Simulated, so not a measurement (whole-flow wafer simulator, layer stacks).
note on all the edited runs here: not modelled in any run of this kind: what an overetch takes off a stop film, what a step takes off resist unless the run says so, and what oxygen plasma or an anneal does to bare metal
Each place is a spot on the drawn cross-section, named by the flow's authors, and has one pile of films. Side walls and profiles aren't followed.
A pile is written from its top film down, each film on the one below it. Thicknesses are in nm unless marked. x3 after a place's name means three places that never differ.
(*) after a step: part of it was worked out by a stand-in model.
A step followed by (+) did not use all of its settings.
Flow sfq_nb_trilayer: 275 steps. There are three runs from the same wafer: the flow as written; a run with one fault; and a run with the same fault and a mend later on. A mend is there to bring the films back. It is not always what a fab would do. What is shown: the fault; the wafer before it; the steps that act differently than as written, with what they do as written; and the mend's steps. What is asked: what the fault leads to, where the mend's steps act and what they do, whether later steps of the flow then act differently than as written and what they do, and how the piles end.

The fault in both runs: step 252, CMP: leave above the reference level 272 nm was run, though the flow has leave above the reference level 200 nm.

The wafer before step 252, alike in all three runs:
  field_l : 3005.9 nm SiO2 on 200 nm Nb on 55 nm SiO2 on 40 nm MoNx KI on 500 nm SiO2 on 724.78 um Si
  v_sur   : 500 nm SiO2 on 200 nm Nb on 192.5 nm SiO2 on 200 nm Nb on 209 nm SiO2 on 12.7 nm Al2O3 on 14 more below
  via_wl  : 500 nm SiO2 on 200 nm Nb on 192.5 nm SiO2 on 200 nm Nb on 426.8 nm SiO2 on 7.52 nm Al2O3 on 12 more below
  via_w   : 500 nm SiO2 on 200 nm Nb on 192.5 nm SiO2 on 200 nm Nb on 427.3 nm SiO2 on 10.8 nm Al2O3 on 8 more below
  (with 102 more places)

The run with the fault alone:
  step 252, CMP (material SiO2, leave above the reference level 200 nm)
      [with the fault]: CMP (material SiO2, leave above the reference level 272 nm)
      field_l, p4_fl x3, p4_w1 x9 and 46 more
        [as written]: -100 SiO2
        [with the fault]: -28 SiO2
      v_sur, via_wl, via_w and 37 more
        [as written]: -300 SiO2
        [with the fault]: -228 SiO2
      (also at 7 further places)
  Steps further on in the flow that do not act as written (not shown: 4 more steps that differ only slightly, by at most 2% or 0.5 nm, whichever is larger):
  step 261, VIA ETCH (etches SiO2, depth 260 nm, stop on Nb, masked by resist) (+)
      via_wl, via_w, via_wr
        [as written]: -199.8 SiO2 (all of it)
        [with the fault]: -260 SiO2
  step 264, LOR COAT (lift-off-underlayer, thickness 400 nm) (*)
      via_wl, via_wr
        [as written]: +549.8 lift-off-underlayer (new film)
        [with the fault]: +594.8 lift-off-underlayer (new film)
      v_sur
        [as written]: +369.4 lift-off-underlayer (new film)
        [with the fault]: +360.2 lift-off-underlayer (new film)
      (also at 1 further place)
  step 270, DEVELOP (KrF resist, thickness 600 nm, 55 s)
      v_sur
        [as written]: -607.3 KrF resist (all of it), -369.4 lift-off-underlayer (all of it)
        [with the fault]: -609.9 KrF resist (all of it), -360.2 lift-off-underlayer (all of it)
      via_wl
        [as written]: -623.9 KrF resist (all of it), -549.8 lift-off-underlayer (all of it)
        [with the fault]: -631.4 KrF resist (all of it), -594.8 lift-off-underlayer (all of it)
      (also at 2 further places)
  At field_l, v_sur, via_wl and 103 more, the piles at the end differ from the flow's by more than 2% or 0.5 nm, whichever is larger.
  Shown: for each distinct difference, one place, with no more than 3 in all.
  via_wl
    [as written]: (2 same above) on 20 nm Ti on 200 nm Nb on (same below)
    [with the fault]: (2 same above) on 20 nm Ti on 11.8 nm SiO2 on 200 nm Nb on (same below)
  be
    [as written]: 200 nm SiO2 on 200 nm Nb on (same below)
    [with the fault]: 272 nm SiO2 on 200 nm Nb on (same below)
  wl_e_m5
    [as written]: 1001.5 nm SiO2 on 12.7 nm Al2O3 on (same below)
    [with the fault]: 1073.5 nm SiO2 on 12.7 nm Al2O3 on (same below)

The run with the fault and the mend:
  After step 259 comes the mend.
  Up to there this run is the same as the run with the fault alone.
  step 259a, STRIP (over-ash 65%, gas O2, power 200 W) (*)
      field_l, v_sur, via_sp and 100 more
        -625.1 KrF resist (all of it), -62 anti-reflective coat (all of it)
      via_wl, via_w, via_wr
        -62 anti-reflective coat (all of it)
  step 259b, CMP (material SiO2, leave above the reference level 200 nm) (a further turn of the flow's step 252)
      field_l, v_sur, via_wl and 103 more
        -72 SiO2
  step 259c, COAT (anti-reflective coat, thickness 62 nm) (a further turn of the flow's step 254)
      field_l, v_sur, via_wl and 103 more
        +62 anti-reflective coat (new film)
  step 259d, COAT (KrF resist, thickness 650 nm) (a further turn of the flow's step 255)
      field_l, v_sur, via_wl and 103 more
        +650 KrF resist (new film)
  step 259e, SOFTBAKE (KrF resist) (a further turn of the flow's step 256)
      alters no film at any place that is followed
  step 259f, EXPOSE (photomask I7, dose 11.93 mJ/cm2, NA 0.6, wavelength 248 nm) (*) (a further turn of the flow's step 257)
      alters no film at any place that is followed
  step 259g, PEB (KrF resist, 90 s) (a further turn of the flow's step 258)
      field_l, v_sur, via_wl and 103 more
        -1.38 KrF resist
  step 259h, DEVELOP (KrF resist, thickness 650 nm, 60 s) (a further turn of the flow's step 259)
      field_l, v_sur, via_sp and 100 more
        -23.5 KrF resist
      via_wl, via_w, via_wr
        -648.6 KrF resist (all of it)
  Later steps of the flow that are run all act as written at every place that is followed.
  At every place that both follow, the piles at the end match the flow's.
